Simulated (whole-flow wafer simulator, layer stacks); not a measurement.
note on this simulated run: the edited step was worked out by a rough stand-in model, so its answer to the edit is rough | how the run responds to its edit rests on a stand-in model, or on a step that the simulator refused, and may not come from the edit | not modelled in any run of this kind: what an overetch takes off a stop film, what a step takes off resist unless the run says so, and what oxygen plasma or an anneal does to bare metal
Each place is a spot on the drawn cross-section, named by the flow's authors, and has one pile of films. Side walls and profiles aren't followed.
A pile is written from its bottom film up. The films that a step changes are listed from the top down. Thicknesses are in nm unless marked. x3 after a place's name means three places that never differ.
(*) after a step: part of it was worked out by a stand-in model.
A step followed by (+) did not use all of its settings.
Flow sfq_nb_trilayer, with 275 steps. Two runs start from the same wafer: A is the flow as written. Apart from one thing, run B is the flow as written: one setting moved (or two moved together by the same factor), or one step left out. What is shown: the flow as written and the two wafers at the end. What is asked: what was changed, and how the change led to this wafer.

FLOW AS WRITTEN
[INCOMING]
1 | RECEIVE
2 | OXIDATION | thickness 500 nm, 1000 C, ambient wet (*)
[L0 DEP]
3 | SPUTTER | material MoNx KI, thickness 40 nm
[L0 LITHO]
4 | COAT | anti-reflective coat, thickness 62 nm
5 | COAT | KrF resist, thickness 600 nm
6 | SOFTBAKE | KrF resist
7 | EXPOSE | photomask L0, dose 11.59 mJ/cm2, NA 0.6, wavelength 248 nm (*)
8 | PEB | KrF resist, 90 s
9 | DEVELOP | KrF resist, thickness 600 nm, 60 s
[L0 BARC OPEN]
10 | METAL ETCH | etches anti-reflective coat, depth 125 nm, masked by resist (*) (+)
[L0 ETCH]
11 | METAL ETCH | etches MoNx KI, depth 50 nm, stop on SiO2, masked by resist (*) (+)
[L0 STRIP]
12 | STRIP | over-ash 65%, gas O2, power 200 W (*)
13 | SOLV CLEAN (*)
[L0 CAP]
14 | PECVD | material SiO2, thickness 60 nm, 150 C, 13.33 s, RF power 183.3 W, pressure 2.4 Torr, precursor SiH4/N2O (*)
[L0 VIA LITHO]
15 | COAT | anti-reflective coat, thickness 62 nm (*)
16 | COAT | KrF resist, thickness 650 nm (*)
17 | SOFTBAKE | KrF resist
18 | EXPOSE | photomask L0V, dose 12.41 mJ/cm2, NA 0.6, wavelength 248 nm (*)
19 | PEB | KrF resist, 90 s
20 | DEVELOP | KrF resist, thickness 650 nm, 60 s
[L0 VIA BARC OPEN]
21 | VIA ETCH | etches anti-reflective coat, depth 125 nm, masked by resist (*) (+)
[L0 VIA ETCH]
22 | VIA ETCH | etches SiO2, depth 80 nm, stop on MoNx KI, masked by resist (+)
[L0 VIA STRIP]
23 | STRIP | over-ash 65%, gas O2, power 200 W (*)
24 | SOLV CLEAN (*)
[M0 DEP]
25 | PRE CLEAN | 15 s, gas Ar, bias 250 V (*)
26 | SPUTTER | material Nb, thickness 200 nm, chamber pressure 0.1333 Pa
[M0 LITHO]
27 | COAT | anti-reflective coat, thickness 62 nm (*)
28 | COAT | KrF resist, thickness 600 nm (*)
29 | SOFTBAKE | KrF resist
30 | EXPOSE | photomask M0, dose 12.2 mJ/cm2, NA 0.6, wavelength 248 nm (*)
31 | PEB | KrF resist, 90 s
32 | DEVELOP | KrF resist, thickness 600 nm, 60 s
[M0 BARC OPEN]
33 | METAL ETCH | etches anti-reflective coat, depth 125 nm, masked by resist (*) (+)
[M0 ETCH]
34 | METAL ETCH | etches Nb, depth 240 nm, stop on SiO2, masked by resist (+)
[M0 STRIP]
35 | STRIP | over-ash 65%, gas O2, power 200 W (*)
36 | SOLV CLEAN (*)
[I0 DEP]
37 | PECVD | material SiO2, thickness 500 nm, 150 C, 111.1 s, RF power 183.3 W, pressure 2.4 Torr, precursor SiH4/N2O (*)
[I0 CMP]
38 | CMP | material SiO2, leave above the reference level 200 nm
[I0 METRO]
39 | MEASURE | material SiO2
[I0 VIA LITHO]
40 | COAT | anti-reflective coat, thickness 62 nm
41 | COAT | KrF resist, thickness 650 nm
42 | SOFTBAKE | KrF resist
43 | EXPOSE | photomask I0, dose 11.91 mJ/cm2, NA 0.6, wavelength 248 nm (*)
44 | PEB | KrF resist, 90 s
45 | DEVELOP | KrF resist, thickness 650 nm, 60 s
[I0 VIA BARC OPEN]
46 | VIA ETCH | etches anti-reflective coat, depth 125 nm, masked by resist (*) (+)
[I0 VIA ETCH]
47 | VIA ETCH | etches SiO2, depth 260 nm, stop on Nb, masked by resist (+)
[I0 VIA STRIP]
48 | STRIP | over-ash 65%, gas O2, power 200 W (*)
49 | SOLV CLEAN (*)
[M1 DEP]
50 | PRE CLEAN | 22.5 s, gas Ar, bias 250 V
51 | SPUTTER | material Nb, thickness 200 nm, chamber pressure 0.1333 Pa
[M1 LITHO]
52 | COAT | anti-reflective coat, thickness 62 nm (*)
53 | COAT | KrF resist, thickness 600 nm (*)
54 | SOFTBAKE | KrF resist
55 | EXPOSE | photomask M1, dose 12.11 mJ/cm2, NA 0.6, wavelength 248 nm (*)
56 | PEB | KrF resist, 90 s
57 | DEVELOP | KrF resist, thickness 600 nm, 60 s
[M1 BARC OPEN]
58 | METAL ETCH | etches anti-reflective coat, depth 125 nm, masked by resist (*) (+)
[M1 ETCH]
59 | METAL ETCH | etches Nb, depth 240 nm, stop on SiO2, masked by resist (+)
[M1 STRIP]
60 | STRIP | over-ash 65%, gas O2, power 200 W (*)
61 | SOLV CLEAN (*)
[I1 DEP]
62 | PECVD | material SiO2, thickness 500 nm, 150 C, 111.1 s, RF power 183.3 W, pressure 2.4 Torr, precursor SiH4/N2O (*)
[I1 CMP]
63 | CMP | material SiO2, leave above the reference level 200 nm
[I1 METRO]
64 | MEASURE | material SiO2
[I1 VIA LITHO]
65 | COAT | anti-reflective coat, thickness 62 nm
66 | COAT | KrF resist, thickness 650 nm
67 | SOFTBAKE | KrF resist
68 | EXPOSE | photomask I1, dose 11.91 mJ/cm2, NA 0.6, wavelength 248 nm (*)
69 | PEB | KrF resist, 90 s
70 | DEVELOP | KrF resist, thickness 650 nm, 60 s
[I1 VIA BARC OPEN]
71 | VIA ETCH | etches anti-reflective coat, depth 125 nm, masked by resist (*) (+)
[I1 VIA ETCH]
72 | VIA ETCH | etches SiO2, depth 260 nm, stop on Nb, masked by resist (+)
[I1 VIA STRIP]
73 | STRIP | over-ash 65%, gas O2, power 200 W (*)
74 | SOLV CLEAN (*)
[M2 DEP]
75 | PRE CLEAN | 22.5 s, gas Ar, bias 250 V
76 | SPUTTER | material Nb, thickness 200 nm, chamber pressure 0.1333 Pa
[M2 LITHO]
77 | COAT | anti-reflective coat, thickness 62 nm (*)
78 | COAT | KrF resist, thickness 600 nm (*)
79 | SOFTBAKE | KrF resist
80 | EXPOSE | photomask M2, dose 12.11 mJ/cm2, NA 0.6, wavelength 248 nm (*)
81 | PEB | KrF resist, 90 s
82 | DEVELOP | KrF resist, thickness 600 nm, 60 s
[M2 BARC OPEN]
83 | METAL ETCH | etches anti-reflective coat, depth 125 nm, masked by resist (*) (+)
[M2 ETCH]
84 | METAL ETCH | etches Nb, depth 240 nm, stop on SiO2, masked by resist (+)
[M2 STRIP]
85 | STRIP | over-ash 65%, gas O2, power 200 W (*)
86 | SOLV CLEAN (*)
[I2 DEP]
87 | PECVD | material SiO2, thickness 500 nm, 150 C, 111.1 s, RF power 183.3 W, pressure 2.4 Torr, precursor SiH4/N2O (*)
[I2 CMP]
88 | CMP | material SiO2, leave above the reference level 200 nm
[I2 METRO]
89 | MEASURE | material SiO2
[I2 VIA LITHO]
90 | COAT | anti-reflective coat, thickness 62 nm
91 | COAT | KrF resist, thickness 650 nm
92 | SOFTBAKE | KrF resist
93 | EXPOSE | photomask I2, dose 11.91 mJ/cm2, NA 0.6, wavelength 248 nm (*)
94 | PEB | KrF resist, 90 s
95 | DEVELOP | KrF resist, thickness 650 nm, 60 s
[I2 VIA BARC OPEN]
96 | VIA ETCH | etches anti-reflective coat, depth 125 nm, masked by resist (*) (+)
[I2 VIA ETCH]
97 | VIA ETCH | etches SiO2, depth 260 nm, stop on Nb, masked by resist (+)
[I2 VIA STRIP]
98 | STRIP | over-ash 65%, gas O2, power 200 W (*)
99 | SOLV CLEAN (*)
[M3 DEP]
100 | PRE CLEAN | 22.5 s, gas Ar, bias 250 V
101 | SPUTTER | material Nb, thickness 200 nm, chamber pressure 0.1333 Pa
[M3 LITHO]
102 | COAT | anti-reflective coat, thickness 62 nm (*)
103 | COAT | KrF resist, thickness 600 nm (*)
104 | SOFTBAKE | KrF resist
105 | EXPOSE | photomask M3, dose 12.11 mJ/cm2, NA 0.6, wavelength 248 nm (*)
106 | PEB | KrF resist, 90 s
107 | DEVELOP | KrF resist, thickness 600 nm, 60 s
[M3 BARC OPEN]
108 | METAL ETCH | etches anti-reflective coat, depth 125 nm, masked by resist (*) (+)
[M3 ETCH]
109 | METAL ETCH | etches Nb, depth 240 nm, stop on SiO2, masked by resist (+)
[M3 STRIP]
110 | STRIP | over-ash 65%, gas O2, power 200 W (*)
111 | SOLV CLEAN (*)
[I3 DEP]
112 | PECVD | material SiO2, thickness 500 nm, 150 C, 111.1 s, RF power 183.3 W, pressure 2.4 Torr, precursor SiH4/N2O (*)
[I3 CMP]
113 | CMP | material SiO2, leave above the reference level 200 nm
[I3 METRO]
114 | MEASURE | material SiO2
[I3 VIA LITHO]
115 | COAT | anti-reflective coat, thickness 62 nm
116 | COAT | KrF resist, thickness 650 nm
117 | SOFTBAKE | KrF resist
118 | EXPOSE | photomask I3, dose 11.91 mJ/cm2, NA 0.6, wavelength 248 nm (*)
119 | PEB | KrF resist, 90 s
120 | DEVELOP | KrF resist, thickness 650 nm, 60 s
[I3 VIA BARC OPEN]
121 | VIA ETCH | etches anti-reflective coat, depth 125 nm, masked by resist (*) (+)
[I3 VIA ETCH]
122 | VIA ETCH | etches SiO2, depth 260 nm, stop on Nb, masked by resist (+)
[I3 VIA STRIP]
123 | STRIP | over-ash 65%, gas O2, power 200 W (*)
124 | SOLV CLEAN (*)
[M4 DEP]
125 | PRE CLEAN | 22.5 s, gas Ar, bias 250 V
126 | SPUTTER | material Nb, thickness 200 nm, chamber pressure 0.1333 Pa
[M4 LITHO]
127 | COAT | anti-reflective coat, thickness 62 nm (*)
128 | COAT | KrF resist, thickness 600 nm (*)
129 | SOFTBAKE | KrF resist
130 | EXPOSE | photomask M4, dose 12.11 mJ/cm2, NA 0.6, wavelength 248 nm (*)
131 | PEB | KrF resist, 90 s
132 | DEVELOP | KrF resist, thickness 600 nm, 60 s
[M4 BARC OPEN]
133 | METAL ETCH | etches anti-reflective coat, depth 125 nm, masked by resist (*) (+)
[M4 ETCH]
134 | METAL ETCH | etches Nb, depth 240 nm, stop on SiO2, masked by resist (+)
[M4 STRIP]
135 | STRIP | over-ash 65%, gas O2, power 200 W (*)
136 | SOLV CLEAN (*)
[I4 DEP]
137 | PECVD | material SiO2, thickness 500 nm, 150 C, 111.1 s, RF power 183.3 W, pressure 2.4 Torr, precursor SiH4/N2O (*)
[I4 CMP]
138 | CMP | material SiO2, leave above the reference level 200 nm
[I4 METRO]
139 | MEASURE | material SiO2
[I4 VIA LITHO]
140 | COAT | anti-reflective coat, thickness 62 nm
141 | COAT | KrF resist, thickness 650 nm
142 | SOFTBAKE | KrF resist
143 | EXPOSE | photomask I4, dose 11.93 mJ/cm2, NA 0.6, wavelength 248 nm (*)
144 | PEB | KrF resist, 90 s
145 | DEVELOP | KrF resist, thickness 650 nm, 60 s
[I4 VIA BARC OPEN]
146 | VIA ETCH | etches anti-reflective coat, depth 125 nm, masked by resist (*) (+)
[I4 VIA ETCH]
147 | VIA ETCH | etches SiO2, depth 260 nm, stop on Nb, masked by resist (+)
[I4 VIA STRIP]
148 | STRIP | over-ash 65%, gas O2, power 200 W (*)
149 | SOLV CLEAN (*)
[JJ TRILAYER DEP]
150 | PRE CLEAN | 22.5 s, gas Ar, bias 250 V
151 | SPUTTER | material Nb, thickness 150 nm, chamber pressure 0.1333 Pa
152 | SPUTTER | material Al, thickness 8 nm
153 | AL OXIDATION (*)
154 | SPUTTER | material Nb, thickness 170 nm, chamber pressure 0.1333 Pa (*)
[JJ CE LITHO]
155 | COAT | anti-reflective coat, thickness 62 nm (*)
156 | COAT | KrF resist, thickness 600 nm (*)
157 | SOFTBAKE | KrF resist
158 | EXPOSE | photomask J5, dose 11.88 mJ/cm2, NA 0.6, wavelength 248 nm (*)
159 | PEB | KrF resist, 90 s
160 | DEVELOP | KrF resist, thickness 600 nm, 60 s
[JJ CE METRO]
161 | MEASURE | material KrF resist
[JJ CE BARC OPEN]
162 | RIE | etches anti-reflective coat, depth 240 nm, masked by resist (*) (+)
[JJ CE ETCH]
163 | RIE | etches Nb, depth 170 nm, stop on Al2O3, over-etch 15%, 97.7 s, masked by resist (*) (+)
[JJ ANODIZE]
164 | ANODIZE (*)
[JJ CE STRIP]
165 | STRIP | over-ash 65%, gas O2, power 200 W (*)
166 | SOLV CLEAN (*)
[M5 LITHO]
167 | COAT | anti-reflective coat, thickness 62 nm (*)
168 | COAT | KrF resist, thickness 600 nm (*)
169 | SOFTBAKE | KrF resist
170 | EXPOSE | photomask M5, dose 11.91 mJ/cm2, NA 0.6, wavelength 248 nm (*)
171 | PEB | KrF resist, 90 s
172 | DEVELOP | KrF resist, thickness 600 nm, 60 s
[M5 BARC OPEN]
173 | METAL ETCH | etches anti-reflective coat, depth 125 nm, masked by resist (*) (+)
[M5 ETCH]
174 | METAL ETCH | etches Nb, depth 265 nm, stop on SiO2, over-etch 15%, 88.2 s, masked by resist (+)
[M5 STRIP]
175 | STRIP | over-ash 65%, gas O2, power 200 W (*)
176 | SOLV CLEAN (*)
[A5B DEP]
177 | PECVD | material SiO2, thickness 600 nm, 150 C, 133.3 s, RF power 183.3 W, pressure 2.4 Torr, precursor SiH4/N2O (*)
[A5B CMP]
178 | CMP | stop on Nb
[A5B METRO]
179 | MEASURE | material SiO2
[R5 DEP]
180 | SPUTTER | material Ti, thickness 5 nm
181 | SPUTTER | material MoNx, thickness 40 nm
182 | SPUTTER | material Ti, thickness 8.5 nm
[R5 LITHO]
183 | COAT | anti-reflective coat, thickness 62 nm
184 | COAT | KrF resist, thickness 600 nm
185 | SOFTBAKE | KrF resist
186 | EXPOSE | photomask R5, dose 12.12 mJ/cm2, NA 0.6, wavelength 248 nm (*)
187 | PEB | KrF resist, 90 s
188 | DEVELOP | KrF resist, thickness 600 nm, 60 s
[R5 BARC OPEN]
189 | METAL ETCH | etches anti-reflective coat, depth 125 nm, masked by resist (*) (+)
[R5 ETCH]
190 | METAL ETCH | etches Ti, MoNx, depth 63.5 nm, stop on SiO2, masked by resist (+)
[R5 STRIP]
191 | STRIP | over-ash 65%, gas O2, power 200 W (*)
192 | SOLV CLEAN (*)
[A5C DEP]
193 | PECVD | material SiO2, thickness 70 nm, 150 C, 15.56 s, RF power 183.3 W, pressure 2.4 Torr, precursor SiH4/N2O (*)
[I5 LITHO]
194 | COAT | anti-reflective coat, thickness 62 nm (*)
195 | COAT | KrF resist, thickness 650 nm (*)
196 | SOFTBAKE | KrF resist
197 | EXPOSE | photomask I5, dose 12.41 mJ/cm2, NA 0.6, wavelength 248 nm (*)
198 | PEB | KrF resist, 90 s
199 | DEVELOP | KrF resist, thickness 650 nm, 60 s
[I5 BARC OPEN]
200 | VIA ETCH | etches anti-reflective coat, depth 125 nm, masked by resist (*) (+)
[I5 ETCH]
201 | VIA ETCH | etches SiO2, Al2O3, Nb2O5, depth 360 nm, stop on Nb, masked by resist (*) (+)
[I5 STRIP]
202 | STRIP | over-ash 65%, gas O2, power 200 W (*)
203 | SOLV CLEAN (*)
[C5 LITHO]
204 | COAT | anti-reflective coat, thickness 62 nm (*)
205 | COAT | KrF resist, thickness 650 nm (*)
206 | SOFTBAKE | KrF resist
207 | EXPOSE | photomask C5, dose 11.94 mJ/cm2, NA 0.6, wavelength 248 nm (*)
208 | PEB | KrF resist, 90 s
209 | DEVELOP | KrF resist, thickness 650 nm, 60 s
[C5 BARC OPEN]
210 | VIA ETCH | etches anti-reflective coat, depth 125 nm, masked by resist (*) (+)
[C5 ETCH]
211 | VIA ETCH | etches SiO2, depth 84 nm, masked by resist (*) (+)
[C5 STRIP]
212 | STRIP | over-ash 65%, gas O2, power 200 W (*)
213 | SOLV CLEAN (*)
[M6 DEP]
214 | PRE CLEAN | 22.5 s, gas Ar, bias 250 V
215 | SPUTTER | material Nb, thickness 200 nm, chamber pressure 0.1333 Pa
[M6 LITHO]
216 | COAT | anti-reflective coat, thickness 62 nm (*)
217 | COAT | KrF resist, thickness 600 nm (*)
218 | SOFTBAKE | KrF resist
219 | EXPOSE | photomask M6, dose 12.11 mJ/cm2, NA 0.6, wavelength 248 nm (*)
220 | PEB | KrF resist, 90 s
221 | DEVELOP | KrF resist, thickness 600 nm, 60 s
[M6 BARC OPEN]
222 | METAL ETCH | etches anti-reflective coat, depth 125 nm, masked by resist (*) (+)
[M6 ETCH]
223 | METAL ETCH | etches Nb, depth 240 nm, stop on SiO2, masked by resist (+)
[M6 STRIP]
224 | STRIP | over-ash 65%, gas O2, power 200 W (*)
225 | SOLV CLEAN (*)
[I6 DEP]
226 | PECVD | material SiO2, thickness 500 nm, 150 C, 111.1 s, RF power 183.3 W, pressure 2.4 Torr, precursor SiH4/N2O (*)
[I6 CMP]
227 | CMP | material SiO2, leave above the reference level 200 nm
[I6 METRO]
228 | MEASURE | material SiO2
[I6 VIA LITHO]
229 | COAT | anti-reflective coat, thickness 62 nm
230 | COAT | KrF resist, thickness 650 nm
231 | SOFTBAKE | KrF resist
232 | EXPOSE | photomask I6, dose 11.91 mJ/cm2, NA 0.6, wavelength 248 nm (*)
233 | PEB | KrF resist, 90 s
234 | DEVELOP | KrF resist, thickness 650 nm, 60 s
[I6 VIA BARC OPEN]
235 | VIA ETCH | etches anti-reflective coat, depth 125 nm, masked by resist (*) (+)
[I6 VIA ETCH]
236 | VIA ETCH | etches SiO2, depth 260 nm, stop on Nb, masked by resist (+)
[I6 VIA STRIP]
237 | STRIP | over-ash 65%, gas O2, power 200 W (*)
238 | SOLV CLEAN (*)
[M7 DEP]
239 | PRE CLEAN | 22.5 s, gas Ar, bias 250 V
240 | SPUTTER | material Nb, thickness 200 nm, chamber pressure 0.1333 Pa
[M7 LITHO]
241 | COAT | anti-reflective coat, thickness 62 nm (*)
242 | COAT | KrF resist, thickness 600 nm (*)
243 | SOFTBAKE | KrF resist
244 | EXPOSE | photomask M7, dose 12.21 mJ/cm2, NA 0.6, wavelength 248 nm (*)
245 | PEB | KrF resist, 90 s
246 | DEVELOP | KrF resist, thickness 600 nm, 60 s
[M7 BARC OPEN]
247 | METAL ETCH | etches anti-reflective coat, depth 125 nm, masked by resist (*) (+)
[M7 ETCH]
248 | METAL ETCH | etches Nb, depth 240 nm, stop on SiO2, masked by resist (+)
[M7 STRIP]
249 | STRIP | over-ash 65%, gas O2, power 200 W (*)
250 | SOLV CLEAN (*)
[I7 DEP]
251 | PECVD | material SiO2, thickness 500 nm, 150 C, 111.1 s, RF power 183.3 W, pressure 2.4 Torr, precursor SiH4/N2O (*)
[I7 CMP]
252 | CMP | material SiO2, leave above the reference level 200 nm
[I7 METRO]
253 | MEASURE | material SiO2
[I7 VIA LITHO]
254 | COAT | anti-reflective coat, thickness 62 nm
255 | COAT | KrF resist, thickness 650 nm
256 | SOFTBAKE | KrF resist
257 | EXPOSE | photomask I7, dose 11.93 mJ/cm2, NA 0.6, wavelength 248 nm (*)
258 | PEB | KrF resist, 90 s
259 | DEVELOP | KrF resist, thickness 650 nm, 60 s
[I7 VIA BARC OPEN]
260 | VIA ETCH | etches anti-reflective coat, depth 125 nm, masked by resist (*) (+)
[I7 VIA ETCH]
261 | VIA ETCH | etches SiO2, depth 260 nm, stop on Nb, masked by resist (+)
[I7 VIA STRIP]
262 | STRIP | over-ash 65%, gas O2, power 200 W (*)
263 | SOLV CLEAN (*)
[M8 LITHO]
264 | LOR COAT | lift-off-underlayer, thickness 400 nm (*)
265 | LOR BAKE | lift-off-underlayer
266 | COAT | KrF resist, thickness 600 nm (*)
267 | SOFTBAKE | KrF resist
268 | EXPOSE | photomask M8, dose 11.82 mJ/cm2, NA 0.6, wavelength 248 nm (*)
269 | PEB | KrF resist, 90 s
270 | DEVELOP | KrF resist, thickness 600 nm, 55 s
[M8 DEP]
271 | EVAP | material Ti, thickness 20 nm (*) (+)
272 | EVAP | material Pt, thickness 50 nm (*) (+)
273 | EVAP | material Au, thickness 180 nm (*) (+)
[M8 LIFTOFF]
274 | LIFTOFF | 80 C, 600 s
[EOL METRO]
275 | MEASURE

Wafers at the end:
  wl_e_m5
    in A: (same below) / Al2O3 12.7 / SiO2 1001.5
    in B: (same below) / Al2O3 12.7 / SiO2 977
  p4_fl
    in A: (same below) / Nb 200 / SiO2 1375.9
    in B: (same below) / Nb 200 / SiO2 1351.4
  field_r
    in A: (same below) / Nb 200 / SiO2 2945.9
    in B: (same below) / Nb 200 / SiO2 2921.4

What caused this: step 193, PECVD: thickness 45.5 nm was run, though the flow has thickness 70 nm; step 193, PECVD: 10.11 s was run, where the flow has 15.56 s.

The path from the change to this, step by step:
  193 | PECVD | material SiO2, thickness 70 nm, 150 C, 15.56 s, RF power 183.3 W, pressure 2.4 Torr, precursor SiH4/N2O (*)
      field_l, v_sur, via_wl and 92 more: A SiO2 gains 70 | B SiO2 gains 45.5
      ce_l, c5j, ce_r and 8 more: A SiO2 gains 70 (new film) | B SiO2 gains 45.5 (new film)
  201 | VIA ETCH | etches SiO2, Al2O3, Nb2O5, depth 360 nm, stop on Nb, masked by resist (*) (+)
      be: A SiO2 loses 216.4 (all of it), Al2O3 loses 12.7 (all of it), Nb2O5 loses 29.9 (all of it) | B SiO2 loses 191.9 (all of it), Al2O3 loses 12.7 (all of it), Nb2O5 loses 29.9 (all of it)
  204 | COAT | anti-reflective coat, thickness 62 nm (*)
      be: A anti-reflective coat gains 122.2 (new film) | B anti-reflective coat gains 118.5 (new film)
  205 | COAT | KrF resist, thickness 650 nm (*)
      be: A KrF resist gains 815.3 (new film) | B KrF resist gains 797.8 (new film)
  211 | VIA ETCH | etches SiO2, depth 84 nm, masked by resist (*) (+)
      field_l, v_sur, via_wl and 101 more: A KrF resist loses 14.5 | B KrF resist loses 11.7
      c5j: A SiO2 loses 69.9 (all of it), Nb loses 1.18 | B SiO2 loses 45.4 (all of it), Nb loses 1.89
      (also at 1 further place)
  212 | STRIP | over-ash 65%, gas O2, power 200 W (*)
      be: A KrF resist loses 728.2 (all of it), anti-reflective coat loses 122.2 (all of it) | B KrF resist loses 713.4 (all of it), anti-reflective coat loses 118.5 (all of it)
  215 | SPUTTER | material Nb, thickness 200 nm, chamber pressure 0.1333 Pa
      be: A Nb gains 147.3 | B Nb gains 152.9
      c5j: A Nb gains 188.4 | B Nb gains 195.1
      (also at 1 further place)
  216 | COAT | anti-reflective coat, thickness 62 nm (*)
      be: A anti-reflective coat gains 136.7 (new film) | B anti-reflective coat gains 132.1 (new film)
      be_sur: A anti-reflective coat gains 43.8 (new film) | B anti-reflective coat gains 44.8 (new film)
      (also at 6 further places)
  217 | COAT | KrF resist, thickness 600 nm (*)
      be: A KrF resist gains 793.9 (new film) | B KrF resist gains 773 (new film)
      res: A KrF resist gains 605.2 (new film) | B KrF resist gains 592.8 (new film)
  224 | STRIP | over-ash 65%, gas O2, power 200 W (*)
      be: A KrF resist loses 575.8 (all of it), anti-reflective coat loses 136.7 (all of it) | B KrF resist loses 555 (all of it), anti-reflective coat loses 132.1 (all of it)
      be_sur: A KrF resist loses 371.2 (all of it), anti-reflective coat loses 43.8 (all of it) | B KrF resist loses 373.6 (all of it), anti-reflective coat loses 44.8 (all of it)
      (also at 6 further places)
  226 | PECVD | material SiO2, thickness 500 nm, 150 C, 111.1 s, RF power 183.3 W, pressure 2.4 Torr, precursor SiH4/N2O (*)
      be: A SiO2 gains 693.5 (new film) | B SiO2 gains 663.4 (new film)
      c5j: A SiO2 gains 514.7 (new film) | B SiO2 gains 500 (new film)
  227 | CMP | material SiO2, leave above the reference level 200 nm
      c5j: A SiO2 loses 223 | B SiO2 loses 238.8
      res: A SiO2 loses 279.4 | B SiO2 loses 308.6
